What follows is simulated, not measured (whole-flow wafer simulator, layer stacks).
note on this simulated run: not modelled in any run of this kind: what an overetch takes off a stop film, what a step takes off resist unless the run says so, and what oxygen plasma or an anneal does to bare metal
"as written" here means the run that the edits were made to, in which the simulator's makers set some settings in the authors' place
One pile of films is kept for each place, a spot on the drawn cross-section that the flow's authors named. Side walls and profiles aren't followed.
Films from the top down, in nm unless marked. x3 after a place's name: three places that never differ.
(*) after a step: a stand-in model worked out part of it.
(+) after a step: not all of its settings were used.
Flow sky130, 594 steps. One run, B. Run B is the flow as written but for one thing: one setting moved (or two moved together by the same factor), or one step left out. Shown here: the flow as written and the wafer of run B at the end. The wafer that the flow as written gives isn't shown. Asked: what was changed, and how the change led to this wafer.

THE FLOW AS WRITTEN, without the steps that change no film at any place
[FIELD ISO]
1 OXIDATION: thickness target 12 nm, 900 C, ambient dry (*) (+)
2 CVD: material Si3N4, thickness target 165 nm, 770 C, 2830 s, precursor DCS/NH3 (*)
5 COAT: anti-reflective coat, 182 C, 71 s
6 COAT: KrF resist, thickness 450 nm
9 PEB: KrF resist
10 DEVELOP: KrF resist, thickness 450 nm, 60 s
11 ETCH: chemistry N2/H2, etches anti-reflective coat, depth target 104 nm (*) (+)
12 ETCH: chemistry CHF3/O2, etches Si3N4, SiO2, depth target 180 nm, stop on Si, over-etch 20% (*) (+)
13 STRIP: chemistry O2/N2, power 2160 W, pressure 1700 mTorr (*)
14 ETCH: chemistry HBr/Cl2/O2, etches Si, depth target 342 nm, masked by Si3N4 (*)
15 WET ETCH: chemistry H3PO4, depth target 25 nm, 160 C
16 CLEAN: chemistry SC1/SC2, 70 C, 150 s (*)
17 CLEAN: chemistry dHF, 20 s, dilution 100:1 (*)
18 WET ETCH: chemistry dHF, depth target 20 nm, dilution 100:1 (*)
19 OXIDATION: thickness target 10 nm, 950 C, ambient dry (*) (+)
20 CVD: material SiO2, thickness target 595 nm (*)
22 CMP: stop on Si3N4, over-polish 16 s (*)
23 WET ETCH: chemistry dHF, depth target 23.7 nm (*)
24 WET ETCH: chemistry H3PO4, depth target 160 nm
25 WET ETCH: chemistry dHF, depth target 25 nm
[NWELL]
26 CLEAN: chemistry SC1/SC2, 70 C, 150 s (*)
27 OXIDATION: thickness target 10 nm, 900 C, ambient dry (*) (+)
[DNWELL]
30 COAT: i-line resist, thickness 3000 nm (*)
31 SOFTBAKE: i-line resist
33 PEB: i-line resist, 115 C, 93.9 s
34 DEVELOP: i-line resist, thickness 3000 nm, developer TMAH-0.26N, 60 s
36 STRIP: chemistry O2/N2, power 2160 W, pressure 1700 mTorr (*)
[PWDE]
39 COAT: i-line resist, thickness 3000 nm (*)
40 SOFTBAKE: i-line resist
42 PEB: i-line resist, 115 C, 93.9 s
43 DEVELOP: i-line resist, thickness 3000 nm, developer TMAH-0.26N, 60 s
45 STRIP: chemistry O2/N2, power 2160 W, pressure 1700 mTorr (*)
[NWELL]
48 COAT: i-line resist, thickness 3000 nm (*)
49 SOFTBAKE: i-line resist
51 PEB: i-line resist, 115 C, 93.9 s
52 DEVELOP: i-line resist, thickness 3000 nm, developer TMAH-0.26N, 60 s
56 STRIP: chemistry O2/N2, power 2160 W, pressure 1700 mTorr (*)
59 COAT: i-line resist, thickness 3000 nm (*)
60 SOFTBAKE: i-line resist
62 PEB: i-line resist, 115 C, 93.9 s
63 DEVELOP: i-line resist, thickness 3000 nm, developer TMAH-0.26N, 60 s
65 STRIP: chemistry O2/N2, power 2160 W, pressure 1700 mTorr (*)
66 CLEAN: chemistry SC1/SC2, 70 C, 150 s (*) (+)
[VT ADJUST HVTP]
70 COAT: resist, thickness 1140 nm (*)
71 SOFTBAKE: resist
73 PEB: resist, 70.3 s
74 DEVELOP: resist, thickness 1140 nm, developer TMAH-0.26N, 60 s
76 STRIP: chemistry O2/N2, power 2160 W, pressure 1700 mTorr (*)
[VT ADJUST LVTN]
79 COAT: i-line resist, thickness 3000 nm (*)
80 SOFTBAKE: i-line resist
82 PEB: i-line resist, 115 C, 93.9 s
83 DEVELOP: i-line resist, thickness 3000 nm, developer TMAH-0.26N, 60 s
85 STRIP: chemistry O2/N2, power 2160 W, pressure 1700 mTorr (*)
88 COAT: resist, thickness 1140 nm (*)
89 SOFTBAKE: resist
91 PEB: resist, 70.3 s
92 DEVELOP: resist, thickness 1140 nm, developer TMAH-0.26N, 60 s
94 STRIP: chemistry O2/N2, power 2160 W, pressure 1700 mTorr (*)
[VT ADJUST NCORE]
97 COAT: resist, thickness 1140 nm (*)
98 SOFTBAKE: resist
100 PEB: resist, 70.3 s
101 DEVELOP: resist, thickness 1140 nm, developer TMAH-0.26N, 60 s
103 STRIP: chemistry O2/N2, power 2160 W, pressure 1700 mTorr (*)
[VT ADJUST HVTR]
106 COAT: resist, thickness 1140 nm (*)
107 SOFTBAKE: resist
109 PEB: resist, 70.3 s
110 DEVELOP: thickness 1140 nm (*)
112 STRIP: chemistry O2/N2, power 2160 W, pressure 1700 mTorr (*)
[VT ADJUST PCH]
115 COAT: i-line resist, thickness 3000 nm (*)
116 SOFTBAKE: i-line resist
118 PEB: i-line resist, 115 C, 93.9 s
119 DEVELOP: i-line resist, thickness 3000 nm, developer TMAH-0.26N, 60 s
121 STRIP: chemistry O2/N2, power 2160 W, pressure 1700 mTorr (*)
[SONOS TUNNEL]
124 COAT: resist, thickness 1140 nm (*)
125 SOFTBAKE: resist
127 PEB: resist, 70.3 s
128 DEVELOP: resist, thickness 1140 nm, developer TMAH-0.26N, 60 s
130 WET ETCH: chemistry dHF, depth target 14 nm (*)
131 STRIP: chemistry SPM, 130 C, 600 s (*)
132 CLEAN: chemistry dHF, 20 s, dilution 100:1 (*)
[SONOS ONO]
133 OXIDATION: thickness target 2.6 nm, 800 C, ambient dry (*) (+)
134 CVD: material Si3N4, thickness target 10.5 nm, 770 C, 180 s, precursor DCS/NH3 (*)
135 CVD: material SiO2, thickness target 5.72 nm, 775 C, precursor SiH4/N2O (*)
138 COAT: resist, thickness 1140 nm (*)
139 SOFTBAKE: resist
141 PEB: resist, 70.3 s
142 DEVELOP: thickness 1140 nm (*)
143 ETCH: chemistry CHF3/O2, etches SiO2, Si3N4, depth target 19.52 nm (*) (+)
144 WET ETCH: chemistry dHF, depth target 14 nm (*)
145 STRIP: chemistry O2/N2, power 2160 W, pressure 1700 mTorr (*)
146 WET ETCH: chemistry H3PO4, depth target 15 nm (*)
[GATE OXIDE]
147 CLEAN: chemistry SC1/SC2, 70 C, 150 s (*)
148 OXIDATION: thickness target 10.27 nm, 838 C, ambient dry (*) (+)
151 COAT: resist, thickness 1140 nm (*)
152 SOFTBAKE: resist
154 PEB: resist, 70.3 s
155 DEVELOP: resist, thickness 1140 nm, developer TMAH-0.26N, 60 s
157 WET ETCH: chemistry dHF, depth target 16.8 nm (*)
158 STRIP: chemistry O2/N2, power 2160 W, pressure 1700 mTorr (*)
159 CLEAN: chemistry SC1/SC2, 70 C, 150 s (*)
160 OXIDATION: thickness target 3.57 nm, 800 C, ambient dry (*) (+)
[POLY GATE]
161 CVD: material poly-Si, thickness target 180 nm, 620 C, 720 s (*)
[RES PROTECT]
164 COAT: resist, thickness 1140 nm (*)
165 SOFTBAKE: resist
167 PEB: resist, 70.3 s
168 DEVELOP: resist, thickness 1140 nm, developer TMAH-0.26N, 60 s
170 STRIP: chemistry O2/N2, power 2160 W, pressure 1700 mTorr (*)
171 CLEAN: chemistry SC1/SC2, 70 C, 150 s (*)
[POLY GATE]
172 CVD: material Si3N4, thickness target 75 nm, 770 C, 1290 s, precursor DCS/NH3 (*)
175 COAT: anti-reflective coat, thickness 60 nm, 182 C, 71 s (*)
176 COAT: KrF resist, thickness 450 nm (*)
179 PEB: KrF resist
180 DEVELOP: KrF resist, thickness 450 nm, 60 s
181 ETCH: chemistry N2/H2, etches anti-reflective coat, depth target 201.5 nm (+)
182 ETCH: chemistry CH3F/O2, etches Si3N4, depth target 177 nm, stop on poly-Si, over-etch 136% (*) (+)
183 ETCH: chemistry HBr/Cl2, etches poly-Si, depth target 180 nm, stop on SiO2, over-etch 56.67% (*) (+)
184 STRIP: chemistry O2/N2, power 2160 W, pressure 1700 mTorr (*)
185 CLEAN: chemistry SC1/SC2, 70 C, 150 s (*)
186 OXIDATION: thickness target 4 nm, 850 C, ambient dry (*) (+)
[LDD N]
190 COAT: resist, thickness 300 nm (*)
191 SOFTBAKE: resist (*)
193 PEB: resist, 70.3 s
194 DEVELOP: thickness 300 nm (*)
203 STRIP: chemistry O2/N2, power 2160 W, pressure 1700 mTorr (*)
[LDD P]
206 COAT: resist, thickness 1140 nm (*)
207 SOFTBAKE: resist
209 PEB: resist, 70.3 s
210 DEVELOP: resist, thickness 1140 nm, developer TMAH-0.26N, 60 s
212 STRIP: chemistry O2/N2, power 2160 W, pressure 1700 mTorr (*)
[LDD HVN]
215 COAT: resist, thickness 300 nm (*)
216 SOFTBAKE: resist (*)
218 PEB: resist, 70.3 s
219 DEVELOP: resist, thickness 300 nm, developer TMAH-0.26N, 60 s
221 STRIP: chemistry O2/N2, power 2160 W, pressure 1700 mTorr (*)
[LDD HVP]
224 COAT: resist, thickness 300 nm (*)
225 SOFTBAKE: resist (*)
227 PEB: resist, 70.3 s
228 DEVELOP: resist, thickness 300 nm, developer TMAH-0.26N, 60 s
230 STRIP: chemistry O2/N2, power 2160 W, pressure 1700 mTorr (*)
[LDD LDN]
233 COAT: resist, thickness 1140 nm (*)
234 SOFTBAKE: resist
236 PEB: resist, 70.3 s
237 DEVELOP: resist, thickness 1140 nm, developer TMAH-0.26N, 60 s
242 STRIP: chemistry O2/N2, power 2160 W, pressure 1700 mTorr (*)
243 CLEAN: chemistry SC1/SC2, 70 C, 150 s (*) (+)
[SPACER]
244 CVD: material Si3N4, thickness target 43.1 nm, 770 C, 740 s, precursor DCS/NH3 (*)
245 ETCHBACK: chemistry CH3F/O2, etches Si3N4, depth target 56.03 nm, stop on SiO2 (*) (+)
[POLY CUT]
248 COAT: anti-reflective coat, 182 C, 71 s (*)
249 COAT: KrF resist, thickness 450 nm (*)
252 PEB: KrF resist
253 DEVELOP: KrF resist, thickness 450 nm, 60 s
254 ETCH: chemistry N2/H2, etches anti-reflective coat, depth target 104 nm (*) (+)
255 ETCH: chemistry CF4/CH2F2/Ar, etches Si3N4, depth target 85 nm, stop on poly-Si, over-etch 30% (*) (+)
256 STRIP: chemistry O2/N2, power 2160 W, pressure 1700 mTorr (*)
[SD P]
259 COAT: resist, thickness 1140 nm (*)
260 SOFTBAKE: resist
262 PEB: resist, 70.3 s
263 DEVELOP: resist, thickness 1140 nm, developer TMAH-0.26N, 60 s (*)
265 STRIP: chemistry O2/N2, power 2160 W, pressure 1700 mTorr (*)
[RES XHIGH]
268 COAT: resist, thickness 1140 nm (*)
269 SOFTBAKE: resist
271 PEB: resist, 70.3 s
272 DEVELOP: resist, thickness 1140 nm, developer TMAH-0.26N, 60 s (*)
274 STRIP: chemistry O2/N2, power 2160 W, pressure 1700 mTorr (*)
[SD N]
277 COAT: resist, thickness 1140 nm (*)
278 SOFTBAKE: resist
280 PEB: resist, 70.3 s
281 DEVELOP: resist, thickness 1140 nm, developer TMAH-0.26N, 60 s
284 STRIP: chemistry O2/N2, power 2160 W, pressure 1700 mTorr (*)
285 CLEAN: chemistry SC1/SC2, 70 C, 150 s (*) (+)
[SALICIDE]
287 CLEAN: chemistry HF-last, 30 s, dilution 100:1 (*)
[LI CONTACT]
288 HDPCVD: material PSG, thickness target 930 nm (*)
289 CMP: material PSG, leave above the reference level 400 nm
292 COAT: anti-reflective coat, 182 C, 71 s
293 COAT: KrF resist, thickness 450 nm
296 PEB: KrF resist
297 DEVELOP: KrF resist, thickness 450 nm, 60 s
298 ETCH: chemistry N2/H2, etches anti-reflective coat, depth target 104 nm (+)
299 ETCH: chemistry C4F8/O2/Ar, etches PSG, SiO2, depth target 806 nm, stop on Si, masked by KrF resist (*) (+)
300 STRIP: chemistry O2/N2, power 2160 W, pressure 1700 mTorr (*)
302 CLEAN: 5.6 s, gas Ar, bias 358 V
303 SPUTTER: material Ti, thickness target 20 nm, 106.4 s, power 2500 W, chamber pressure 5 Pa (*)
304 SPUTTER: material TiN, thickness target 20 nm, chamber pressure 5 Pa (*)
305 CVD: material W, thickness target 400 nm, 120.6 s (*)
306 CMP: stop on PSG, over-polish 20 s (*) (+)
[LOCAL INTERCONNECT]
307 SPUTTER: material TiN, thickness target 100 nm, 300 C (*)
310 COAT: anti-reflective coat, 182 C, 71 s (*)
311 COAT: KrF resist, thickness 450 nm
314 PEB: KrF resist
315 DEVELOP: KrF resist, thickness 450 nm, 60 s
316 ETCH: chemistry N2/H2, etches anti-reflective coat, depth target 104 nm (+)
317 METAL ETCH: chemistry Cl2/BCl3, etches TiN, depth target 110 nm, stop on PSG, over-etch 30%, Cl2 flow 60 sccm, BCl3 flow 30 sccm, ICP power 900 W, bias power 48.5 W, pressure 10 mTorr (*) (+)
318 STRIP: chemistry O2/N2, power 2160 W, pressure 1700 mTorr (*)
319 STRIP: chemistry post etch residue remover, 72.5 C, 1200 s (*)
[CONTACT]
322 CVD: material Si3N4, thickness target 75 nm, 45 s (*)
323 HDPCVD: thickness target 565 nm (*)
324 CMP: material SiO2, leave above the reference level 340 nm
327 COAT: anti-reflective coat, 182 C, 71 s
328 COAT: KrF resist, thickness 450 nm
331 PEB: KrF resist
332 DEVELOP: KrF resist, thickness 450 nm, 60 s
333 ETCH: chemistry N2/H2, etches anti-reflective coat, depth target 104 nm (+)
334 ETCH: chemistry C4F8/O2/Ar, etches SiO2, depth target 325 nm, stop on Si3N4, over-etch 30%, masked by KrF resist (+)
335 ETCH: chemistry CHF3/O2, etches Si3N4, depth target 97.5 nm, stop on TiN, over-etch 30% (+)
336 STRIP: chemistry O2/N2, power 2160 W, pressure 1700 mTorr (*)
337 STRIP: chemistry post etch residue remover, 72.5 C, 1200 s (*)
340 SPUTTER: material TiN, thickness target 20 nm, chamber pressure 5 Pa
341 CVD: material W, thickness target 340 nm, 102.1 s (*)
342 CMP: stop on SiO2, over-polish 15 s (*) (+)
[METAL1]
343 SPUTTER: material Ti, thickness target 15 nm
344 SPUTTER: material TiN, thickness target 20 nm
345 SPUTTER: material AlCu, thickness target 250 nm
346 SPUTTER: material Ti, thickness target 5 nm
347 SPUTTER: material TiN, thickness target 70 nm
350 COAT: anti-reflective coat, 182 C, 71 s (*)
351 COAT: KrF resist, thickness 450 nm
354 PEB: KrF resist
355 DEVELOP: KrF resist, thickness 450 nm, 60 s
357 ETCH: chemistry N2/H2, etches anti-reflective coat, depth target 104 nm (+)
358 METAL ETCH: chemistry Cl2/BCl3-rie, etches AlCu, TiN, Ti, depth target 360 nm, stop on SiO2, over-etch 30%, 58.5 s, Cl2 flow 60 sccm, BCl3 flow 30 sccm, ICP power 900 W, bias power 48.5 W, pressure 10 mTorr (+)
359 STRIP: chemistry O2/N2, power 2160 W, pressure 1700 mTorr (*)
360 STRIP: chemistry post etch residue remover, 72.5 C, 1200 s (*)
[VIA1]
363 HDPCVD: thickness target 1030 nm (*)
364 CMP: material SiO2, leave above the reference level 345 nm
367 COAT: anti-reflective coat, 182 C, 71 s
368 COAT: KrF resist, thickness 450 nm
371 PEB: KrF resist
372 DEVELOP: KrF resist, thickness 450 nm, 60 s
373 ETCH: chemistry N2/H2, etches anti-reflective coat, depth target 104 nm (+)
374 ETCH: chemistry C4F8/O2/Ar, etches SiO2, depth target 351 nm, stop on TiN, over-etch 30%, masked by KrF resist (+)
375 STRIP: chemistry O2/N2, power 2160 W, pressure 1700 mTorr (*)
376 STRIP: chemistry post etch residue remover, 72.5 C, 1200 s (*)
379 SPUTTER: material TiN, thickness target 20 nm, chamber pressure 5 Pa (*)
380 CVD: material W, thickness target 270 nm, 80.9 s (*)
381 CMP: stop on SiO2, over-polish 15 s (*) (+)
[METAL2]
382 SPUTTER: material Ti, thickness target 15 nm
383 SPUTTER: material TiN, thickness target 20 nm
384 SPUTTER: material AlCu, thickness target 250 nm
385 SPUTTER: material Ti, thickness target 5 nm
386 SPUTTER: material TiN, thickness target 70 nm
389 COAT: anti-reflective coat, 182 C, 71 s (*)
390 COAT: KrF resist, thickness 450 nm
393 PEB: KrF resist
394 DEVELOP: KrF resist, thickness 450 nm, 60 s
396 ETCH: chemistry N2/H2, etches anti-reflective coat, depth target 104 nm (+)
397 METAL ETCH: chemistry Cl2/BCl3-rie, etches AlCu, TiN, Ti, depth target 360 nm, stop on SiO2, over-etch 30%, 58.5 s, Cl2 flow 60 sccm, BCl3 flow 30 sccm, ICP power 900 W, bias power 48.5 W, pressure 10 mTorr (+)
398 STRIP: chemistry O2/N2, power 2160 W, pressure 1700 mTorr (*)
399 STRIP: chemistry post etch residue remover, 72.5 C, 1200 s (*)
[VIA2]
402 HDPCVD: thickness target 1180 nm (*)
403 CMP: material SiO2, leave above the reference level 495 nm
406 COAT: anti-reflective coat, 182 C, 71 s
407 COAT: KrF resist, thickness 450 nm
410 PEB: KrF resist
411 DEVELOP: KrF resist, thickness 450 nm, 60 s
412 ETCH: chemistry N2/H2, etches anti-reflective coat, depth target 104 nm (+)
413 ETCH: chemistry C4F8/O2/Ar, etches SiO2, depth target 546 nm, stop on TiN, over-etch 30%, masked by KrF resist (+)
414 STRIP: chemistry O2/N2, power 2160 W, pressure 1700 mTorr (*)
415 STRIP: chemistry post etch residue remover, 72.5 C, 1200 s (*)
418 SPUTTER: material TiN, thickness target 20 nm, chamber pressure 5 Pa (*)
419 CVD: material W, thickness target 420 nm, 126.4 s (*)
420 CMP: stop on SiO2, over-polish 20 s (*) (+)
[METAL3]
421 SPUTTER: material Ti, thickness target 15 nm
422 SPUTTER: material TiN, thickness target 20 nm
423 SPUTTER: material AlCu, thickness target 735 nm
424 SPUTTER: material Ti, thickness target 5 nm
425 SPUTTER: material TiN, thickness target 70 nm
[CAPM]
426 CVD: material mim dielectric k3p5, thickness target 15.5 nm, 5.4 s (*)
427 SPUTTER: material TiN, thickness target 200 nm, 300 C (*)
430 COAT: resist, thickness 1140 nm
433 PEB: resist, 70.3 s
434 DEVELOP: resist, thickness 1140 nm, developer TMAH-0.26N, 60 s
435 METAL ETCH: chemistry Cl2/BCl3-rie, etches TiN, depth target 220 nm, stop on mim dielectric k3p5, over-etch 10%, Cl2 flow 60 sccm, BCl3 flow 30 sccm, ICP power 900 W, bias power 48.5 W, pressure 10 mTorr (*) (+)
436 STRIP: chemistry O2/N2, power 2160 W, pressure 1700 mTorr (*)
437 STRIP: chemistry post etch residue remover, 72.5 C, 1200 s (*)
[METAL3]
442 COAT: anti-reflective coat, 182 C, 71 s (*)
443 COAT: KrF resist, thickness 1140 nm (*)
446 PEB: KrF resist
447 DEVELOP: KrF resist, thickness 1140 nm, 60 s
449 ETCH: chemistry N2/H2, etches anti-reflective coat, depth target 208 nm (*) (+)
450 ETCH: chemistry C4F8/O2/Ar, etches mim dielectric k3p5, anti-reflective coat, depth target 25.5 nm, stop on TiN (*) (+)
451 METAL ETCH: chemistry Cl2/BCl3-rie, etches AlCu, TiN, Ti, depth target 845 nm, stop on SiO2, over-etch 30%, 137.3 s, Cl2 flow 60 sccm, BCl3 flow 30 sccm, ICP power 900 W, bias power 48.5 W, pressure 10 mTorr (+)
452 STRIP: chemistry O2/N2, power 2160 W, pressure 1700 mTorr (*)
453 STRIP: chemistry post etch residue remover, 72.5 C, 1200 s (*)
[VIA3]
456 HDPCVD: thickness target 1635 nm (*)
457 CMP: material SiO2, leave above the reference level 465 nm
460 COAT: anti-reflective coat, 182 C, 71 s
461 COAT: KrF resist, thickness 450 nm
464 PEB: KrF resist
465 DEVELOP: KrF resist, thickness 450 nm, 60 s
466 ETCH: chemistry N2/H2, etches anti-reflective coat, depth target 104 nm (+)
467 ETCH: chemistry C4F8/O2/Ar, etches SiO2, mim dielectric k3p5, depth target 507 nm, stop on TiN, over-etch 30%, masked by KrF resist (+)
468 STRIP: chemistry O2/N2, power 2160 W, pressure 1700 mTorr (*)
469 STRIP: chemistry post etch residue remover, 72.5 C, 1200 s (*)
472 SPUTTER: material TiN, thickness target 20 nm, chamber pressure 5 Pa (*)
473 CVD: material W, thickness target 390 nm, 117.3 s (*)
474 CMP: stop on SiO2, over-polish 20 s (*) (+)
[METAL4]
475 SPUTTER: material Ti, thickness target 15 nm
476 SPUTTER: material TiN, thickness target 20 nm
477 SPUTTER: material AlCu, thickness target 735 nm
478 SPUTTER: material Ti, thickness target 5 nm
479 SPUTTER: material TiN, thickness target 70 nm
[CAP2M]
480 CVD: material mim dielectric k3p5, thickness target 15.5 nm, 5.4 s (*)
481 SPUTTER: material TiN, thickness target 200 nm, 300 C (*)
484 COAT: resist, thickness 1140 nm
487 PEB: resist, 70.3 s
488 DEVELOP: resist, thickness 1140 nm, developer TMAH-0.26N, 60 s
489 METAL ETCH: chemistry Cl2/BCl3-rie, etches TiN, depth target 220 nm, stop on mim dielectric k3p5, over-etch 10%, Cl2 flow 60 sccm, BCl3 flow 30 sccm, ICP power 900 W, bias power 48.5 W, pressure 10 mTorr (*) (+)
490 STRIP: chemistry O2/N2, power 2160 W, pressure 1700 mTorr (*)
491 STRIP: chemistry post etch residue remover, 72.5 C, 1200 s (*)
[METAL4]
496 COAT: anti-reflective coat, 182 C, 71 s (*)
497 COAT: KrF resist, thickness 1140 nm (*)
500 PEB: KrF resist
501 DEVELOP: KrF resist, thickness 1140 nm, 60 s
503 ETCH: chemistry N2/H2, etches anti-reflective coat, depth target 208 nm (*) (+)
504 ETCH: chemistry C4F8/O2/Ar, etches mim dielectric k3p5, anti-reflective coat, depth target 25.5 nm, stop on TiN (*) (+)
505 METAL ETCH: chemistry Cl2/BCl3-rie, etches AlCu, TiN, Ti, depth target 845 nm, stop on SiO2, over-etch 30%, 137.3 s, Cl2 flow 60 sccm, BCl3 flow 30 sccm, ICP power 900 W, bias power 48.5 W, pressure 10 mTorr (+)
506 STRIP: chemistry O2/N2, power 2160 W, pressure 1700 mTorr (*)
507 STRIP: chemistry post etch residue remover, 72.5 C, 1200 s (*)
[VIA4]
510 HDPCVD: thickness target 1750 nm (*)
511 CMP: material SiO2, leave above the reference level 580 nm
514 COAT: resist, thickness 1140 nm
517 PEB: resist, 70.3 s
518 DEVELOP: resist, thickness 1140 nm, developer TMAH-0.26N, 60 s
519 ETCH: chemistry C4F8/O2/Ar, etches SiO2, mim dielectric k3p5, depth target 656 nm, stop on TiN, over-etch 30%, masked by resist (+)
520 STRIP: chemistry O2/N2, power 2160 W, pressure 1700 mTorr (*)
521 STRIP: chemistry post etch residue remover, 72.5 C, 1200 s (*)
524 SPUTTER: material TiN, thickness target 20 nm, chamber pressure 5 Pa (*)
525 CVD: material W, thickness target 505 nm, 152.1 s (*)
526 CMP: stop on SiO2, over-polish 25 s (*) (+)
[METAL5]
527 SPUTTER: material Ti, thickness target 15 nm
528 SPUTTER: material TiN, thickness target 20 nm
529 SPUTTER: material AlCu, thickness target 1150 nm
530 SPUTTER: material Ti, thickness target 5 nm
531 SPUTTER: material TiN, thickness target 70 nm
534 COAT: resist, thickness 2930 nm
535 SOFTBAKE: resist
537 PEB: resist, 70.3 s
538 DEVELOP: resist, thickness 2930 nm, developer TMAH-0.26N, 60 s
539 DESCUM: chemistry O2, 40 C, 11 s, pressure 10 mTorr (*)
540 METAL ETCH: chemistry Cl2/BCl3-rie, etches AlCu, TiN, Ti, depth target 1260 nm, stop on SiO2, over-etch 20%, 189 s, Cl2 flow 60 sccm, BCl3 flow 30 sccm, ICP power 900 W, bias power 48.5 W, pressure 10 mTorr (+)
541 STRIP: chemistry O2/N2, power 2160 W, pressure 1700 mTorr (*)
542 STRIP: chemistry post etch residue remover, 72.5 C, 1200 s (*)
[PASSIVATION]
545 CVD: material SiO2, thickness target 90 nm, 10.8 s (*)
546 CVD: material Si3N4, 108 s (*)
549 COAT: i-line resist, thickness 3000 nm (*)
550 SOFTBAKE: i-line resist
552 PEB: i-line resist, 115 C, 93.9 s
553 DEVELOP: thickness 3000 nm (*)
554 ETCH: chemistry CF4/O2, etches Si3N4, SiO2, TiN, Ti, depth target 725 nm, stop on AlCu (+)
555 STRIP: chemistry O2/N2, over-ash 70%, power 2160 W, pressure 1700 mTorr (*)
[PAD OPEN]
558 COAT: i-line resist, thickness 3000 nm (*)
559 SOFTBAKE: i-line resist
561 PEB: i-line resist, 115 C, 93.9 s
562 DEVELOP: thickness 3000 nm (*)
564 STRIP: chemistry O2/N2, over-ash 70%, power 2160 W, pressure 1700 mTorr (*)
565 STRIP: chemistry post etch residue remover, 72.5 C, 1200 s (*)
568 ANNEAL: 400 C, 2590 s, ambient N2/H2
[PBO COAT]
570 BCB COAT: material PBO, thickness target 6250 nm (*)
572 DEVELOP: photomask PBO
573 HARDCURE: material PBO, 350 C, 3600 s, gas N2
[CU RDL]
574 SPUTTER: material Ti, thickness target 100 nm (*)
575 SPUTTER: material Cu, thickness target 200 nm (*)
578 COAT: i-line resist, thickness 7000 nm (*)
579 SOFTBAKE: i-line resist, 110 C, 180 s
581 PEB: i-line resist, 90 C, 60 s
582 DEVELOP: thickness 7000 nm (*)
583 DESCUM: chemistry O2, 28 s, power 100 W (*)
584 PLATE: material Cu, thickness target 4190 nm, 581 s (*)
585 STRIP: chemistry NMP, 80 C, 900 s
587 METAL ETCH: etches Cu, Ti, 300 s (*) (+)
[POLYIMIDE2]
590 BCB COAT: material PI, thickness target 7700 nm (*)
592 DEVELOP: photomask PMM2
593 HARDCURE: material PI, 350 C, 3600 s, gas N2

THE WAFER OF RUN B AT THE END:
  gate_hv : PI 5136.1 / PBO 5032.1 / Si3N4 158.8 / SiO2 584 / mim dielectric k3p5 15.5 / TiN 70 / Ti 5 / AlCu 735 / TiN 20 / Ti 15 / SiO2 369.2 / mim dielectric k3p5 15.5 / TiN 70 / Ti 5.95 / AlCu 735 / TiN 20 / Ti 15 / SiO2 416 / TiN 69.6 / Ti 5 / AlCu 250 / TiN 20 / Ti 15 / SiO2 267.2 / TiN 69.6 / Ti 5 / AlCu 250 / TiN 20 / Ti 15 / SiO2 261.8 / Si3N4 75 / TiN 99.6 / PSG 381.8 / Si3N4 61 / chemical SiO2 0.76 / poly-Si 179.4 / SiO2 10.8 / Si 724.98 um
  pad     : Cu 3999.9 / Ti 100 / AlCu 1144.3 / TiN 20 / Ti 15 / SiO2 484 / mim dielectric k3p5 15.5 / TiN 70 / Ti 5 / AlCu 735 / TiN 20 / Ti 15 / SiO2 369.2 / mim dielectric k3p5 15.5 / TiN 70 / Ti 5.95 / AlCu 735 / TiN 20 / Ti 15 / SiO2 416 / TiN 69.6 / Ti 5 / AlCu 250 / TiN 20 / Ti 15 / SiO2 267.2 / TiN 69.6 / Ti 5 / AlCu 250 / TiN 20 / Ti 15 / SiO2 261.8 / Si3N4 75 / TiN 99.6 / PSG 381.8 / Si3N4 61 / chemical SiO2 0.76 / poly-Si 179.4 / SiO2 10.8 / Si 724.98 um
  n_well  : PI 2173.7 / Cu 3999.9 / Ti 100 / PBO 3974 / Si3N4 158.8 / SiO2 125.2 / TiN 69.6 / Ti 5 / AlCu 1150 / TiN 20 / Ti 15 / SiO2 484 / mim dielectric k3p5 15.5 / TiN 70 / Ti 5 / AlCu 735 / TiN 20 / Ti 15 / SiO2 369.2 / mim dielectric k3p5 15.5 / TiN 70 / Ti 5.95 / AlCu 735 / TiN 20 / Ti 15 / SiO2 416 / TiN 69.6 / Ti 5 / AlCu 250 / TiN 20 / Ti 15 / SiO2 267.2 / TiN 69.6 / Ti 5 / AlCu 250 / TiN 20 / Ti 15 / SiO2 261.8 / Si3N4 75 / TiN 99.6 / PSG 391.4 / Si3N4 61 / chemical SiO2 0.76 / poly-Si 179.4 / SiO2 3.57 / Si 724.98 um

The cause: step 424, SPUTTER: thickness target 5.95 nm was run, where the flow has thickness target 5 nm.
It can be read off the wafer: gate_hv has Ti 5.95, and step 424 as written asks for 5 nm.

How the change led to this, step by step:
  424 SPUTTER: material Ti, thickness target 5 nm
      field, active, n_well and 188 more: Ti +5.95 (new film) (as written it would be: Ti +5 (new film))
  451 METAL ETCH: chemistry Cl2/BCl3-rie, etches AlCu, TiN, Ti, depth target 845 nm, stop on SiO2, over-etch 30%, 137.3 s, Cl2 flow 60 sccm, BCl3 flow 30 sccm, ICP power 900 W, bias power 48.5 W, pressure 10 mTorr (+)
      field, gate, spacer and 68 more: TiN -70 (all of it), Ti -5.95 (all of it), AlCu -735 (all of it), TiN -20 (all of it), Ti -15 (all of it), SiO2 -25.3 (as written it would be: TiN -70 (all of it), Ti -5 (all of it), AlCu -735 (all of it), TiN -20 (all of it), Ti -15 (all of it), SiO2 -25.4)
      active, vpp_ln, vpp_iso2 and 11 more: TiN -70 (all of it), Ti -5.95 (all of it), AlCu -735 (all of it), TiN -20 (all of it), Ti -15 (all of it), SiO2 -25.3 (as written it would be: TiN -70 (all of it), Ti -5 (all of it), AlCu -735 (all of it), TiN -20 (all of it), Ti -15 (all of it), SiO2 -25.3)
